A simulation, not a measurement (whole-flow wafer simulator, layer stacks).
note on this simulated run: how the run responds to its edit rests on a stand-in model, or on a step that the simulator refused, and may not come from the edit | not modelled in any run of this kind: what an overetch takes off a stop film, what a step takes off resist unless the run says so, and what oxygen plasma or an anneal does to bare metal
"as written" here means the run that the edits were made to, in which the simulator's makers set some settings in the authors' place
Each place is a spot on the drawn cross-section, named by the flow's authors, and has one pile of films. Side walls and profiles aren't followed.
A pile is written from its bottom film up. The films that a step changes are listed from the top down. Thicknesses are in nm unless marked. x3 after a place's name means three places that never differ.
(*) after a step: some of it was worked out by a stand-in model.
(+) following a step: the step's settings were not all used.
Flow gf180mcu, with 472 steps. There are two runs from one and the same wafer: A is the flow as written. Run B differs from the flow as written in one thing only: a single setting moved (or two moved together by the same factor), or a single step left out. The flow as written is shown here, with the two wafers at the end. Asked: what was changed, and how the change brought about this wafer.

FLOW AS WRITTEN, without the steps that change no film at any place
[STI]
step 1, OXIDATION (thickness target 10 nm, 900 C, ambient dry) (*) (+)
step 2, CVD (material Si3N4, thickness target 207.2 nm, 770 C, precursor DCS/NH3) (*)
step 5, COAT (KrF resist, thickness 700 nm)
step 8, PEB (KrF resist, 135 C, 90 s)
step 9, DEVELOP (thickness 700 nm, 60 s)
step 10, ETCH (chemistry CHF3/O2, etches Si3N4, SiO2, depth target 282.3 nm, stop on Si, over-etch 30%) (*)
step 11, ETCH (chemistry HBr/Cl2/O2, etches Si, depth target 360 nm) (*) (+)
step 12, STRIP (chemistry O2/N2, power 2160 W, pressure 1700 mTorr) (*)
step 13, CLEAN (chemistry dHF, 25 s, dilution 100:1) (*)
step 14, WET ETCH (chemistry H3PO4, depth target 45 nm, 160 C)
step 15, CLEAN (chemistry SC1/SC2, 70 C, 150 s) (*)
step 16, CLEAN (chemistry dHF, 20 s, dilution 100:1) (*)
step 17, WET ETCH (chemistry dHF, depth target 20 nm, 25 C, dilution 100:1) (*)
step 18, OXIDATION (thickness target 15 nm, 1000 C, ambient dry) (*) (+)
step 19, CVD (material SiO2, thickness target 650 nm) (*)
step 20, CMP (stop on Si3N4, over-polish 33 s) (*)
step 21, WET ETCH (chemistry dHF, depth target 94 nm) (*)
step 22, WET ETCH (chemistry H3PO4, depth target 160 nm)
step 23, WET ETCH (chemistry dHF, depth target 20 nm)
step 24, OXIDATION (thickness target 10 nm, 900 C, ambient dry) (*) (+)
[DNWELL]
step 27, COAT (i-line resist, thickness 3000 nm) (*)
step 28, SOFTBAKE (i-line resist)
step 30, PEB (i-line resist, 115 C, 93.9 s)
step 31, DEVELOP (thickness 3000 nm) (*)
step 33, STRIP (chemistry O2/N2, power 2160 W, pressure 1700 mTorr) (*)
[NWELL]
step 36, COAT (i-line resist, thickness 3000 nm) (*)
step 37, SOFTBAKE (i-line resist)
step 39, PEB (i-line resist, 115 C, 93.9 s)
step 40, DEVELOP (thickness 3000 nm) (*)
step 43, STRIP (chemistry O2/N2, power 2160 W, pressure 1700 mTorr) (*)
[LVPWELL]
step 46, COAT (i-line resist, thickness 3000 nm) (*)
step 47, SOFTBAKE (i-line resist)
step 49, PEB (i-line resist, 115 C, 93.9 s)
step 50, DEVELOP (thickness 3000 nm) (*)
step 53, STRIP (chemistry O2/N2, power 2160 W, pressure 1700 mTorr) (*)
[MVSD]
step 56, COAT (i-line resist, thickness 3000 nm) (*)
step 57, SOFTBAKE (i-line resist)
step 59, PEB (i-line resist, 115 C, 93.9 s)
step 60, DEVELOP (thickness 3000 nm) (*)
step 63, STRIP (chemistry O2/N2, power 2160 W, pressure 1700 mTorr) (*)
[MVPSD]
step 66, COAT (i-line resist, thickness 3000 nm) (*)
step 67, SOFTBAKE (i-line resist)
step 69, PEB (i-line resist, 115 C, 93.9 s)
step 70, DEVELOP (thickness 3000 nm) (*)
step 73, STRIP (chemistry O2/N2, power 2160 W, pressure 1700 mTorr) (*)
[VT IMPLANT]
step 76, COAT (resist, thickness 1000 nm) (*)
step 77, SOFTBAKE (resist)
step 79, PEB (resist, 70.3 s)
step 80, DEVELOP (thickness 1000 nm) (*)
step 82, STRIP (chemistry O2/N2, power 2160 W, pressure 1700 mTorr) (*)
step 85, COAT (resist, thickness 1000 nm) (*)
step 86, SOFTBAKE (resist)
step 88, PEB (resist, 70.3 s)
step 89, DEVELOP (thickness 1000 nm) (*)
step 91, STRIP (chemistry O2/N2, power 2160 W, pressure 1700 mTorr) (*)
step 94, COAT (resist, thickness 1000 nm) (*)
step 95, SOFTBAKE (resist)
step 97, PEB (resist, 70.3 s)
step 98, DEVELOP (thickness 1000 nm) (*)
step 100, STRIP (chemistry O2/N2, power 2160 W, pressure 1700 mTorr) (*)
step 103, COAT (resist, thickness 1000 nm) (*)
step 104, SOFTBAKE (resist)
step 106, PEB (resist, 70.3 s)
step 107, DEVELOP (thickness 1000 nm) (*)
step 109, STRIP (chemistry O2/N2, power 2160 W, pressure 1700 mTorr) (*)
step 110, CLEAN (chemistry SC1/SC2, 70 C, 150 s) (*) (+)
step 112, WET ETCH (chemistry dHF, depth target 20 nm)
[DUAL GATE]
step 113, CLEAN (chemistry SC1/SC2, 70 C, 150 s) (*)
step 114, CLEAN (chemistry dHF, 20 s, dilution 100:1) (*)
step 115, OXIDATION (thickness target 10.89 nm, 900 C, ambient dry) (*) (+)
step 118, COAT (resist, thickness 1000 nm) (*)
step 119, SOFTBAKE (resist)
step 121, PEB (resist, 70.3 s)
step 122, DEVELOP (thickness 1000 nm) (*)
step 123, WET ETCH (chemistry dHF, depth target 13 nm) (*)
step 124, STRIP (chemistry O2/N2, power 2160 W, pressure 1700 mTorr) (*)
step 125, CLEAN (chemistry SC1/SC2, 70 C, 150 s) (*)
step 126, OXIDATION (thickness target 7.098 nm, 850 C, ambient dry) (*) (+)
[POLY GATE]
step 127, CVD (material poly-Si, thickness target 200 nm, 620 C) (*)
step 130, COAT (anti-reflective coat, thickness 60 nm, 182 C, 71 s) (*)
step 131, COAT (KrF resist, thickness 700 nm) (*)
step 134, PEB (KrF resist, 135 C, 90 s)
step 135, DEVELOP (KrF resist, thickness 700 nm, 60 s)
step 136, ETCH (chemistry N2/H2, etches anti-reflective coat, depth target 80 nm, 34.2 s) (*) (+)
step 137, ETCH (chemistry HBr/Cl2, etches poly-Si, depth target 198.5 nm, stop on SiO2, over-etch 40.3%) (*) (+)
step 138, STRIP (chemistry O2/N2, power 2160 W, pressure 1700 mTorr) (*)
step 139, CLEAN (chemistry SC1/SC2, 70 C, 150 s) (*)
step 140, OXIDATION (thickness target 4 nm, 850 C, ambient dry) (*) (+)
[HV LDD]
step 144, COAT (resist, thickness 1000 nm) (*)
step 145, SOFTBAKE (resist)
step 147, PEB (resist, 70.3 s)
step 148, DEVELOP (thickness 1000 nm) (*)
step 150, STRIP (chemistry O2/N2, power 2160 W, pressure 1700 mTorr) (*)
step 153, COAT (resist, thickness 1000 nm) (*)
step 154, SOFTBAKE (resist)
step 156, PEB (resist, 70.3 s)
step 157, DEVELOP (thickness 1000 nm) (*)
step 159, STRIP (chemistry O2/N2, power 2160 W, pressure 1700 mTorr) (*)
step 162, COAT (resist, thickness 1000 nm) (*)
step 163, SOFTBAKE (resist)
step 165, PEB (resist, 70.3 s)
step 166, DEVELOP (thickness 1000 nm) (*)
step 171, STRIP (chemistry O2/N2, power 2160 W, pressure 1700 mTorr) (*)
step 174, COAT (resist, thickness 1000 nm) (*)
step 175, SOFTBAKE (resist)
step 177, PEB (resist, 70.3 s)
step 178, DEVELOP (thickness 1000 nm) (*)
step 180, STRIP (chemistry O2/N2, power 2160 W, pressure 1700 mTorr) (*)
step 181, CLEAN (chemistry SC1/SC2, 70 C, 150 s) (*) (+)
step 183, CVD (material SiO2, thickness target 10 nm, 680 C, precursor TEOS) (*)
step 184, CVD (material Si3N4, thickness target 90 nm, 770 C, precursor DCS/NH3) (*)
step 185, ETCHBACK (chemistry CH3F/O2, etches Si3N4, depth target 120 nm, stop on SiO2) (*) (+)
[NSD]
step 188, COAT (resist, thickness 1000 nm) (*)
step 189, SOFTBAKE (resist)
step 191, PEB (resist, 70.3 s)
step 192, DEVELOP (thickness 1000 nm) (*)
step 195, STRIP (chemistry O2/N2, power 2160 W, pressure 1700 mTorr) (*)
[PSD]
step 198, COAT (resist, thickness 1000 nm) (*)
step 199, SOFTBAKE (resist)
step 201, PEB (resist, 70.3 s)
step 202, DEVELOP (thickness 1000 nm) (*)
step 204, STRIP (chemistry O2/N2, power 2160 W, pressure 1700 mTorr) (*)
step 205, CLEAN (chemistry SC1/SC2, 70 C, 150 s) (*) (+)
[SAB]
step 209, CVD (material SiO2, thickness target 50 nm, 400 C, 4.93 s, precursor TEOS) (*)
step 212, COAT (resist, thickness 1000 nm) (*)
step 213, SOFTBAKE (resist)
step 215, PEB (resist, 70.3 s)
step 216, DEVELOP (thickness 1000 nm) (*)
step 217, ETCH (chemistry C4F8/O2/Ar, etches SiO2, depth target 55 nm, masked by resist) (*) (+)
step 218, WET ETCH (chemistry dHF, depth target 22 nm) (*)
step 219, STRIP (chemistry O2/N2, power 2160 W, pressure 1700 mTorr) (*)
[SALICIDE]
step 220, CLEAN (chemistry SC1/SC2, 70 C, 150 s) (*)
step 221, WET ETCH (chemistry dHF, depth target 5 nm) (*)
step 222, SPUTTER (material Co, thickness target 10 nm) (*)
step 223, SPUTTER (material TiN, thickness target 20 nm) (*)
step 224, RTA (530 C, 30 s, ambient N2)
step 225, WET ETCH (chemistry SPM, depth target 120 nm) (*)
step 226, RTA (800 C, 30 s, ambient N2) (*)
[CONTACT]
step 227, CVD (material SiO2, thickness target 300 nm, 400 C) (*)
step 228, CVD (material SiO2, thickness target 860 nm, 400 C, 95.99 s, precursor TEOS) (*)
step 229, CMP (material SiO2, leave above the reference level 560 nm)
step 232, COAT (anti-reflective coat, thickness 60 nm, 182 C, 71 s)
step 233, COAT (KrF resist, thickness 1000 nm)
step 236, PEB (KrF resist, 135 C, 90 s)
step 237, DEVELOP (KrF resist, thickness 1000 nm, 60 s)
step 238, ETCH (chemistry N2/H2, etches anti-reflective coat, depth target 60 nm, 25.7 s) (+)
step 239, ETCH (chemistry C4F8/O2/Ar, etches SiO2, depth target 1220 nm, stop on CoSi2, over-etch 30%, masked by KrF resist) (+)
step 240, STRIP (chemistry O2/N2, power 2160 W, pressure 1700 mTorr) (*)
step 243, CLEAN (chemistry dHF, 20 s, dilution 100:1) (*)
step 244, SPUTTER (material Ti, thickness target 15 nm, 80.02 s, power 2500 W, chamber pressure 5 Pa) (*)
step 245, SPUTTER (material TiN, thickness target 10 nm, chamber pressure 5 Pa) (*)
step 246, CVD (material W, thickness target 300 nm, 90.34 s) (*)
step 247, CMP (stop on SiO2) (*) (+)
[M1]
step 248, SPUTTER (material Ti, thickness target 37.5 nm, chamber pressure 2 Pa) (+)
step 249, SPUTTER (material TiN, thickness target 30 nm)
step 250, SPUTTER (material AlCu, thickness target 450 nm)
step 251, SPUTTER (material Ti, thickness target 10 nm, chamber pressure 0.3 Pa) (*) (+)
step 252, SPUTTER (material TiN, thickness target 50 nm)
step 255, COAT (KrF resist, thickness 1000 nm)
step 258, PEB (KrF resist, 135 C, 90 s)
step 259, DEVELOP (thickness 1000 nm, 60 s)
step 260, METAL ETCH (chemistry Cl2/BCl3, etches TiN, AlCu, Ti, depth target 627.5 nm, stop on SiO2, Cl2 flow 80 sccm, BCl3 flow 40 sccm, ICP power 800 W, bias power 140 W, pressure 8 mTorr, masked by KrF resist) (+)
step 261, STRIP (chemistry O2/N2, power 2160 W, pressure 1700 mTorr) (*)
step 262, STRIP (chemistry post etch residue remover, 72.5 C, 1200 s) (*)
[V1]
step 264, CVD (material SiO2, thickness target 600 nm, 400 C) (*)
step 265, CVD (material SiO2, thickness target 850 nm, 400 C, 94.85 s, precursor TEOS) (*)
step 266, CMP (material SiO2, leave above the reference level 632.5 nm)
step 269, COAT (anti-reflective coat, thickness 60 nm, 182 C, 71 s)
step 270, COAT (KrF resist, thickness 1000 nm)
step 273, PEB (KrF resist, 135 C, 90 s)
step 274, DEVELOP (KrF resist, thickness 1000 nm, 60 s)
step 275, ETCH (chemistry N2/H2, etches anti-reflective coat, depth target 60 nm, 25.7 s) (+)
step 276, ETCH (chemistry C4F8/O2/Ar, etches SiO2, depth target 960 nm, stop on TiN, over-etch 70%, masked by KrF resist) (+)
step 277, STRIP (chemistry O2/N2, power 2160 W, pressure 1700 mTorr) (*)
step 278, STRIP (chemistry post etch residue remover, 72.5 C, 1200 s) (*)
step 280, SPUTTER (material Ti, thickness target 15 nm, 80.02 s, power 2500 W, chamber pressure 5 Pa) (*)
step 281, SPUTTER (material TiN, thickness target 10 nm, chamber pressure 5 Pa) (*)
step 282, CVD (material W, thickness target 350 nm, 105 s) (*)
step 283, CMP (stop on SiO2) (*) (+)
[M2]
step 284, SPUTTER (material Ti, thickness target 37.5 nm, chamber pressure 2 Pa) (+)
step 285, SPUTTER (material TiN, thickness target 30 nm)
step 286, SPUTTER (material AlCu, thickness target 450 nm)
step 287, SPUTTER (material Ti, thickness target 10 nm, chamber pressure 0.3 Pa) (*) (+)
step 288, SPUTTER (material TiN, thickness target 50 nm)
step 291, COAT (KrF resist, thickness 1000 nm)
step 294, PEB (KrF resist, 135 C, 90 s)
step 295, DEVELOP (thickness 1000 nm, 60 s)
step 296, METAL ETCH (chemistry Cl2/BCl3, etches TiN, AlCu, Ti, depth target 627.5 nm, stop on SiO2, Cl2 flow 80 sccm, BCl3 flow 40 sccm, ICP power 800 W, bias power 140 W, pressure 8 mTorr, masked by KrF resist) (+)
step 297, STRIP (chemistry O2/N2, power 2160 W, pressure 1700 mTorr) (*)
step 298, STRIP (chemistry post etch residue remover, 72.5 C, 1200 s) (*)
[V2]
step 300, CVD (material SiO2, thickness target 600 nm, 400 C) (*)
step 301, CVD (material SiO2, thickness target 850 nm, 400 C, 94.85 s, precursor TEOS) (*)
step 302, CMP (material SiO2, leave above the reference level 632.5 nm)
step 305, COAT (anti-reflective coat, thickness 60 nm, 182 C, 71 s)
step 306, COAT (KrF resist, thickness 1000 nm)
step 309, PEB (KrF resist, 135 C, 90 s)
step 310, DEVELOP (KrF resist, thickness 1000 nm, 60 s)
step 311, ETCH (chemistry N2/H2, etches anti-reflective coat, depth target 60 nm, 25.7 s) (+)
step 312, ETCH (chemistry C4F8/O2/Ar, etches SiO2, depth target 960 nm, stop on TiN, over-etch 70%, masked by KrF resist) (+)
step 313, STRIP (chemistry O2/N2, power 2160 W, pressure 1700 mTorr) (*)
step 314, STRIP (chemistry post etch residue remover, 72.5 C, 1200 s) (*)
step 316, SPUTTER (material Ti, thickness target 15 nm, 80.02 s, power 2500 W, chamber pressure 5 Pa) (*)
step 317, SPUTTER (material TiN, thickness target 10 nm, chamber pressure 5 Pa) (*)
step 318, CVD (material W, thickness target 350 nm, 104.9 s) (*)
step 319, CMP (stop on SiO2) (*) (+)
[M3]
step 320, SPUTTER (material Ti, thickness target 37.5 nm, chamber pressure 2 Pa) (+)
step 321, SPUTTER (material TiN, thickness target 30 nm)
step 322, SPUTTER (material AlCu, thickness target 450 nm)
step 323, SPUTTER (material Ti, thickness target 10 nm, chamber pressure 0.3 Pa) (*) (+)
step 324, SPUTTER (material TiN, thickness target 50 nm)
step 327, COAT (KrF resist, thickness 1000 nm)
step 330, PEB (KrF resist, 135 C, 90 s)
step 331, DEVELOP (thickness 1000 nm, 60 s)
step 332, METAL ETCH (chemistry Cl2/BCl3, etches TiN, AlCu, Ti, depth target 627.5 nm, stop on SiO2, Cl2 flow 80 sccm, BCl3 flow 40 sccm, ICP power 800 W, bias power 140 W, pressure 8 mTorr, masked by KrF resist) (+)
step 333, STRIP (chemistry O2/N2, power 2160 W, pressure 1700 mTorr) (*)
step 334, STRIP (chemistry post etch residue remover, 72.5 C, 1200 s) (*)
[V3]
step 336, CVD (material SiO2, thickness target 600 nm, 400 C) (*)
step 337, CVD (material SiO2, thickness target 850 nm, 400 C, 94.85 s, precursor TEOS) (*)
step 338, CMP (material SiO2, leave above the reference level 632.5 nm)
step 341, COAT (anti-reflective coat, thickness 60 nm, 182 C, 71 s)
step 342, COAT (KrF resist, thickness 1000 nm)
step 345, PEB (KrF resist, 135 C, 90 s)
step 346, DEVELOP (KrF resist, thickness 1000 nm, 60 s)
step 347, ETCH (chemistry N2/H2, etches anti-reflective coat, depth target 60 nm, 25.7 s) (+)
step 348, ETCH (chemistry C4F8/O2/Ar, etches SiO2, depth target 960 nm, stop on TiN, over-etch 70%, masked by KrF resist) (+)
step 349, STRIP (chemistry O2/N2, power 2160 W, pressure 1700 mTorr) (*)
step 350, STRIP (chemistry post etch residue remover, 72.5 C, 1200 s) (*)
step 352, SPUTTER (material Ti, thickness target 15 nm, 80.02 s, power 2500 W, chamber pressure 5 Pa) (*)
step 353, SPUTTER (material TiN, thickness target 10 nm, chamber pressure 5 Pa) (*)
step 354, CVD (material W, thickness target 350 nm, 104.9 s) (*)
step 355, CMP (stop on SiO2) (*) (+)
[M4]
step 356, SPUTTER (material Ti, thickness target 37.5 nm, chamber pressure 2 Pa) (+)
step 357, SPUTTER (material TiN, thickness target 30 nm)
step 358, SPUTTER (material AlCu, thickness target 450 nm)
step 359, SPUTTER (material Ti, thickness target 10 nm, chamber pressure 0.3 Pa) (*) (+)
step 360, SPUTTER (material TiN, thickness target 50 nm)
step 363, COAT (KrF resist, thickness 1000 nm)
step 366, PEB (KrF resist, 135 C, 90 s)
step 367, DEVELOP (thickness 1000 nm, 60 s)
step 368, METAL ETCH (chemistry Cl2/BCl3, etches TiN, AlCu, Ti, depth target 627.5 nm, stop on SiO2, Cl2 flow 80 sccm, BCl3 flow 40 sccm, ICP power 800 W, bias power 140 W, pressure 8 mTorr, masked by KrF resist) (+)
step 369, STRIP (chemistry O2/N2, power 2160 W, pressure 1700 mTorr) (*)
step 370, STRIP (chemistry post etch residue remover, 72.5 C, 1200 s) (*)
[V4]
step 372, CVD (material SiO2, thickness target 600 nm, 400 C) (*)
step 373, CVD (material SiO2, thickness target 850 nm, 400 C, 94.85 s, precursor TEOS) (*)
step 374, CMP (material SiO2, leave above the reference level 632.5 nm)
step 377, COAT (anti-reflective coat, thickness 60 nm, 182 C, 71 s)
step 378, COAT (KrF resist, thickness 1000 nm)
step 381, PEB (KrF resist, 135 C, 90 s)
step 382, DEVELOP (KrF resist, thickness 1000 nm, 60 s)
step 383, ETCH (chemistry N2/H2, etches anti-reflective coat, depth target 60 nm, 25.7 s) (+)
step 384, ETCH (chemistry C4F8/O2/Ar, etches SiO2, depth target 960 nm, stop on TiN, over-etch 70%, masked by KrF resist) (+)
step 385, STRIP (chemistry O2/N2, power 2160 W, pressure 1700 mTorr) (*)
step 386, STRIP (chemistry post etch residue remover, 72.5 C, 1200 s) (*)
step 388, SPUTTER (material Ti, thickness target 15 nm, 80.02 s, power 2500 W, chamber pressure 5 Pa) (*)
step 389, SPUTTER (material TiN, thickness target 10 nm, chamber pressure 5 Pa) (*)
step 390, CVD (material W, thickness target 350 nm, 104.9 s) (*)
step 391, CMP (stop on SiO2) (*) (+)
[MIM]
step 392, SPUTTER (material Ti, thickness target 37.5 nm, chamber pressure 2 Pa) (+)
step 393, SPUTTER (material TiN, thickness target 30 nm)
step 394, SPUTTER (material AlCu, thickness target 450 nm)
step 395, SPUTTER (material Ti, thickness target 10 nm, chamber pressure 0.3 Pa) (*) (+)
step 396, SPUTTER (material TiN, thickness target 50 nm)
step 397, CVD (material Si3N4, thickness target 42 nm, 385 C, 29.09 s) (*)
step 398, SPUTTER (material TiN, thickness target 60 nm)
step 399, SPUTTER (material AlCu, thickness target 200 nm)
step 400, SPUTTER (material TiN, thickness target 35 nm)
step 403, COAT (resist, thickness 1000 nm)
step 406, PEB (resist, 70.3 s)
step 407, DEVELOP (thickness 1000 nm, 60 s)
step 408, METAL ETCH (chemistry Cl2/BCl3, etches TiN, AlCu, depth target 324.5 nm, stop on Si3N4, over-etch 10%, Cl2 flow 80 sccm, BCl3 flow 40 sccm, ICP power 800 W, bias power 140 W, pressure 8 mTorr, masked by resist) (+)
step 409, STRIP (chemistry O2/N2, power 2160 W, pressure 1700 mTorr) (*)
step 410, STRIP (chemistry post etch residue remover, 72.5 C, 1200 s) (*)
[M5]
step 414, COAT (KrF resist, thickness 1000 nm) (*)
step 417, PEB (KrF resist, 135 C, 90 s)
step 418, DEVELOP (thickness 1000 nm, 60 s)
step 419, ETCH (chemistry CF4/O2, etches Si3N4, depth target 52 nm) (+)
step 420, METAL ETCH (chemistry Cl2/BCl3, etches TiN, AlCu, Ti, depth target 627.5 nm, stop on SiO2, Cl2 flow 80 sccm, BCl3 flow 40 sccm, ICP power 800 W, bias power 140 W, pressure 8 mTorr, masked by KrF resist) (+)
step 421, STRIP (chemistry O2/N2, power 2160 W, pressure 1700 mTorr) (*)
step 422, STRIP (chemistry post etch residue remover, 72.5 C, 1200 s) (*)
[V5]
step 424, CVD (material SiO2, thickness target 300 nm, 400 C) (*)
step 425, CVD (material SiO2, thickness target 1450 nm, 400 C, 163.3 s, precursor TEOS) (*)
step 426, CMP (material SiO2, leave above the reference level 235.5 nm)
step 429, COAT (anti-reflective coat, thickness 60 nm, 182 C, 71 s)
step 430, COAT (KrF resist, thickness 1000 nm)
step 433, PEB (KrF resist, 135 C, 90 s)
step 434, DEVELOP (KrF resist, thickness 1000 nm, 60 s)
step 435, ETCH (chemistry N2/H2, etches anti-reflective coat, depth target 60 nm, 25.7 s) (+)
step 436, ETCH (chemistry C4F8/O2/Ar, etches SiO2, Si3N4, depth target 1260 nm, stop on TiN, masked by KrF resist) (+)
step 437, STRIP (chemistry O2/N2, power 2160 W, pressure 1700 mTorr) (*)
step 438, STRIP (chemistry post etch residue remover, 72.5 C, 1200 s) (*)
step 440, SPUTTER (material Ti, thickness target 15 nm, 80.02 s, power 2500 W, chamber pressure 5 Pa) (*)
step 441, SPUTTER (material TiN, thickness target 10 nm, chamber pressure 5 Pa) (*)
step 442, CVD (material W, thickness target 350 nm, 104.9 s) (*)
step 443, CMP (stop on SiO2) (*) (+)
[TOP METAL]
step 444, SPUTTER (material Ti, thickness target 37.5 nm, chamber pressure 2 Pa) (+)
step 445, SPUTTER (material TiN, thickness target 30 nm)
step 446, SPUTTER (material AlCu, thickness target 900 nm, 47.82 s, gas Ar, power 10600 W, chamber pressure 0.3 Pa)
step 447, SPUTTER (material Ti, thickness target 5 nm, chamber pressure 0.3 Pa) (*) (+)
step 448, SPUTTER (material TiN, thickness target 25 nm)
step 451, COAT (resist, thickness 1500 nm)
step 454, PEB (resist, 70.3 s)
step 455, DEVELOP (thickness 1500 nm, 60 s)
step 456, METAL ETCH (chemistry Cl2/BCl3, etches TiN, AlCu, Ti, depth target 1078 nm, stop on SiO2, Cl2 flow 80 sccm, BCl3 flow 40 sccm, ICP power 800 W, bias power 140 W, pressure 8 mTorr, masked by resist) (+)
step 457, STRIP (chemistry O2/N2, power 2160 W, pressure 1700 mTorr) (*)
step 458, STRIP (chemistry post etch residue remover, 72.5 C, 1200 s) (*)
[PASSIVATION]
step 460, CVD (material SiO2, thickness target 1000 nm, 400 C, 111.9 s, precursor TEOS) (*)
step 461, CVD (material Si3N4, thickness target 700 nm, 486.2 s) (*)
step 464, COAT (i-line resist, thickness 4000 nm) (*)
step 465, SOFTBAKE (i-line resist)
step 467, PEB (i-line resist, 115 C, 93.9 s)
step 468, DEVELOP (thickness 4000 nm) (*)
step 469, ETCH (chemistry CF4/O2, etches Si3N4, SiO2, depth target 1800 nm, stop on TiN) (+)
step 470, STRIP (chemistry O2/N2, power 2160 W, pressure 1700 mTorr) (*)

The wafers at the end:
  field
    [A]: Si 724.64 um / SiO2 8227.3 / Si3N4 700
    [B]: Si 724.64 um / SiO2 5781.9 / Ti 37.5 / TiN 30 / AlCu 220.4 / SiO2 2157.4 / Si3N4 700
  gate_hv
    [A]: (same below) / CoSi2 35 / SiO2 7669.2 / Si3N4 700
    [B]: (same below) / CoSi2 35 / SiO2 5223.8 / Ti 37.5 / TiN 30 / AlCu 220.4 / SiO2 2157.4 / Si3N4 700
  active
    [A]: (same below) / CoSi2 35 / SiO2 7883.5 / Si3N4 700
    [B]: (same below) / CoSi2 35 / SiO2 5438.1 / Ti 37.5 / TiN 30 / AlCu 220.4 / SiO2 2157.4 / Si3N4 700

What caused this: step 420, METAL ETCH: depth target 282.4 nm was run, while the flow as written has depth target 627.5 nm.

Step by step, how the change led to this:
  step 420, METAL ETCH (chemistry Cl2/BCl3, etches TiN, AlCu, Ti, depth target 627.5 nm, stop on SiO2, Cl2 flow 80 sccm, BCl3 flow 40 sccm, ICP power 800 W, bias power 140 W, pressure 8 mTorr, masked by KrF resist) (+)
      field, field__w1, field__w2 and 101 more: A -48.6 TiN (all of it), -10 Ti (all of it), -450 AlCu (all of it), -30 TiN (all of it), -37.5 Ti (all of it) | B -48.6 TiN (all of it), -10 Ti (all of it), -223.8 AlCu
      field__w4, field__w8, contact, m1, m1__w1, mim, mim_1p0, m1_nw: A -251 KrF resist | B -113 KrF resist
  step 421, STRIP (chemistry O2/N2, power 2160 W, pressure 1700 mTorr) (*)
      field__w8, m1__w1: A -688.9 KrF resist (all of it) | B -826.9 KrF resist (all of it)
      field__w4: A -731.6 KrF resist (all of it) | B -869.7 KrF resist (all of it)
      (as well as at 5 more places)
  step 422, STRIP (chemistry post etch residue remover, 72.5 C, 1200 s) (*)
      field, field__w1, field__w2 and 101 more: A nothing | B -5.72 AlCu
  step 424, CVD (material SiO2, thickness target 300 nm, 400 C) (*)
      field, field__w1, field__w2 and 101 more: A +300 SiO2 | B +300 SiO2 (new film)
  step 426, CMP (material SiO2, leave above the reference level 235.5 nm)
      field, field__w1, field__w5 and 92 more: A -300.8 SiO2 | B -588.8 SiO2
      field__w2, field__w3, field__w12 and 6 more: A -272.7 SiO2 | B -573.7 SiO2
Taking metal films that touch as one body, field has 1 body; the flow as written gives 0 bodies.
Taking metal films that touch as one body, gate_hv has 2 bodies (between them, from the top down: SiO2 5223.8); the flow as written gives 1 body.
Taking metal films that touch as one body, active has 2 bodies (between them, from the top down: SiO2 5438.1); the flow as written gives 1 body.
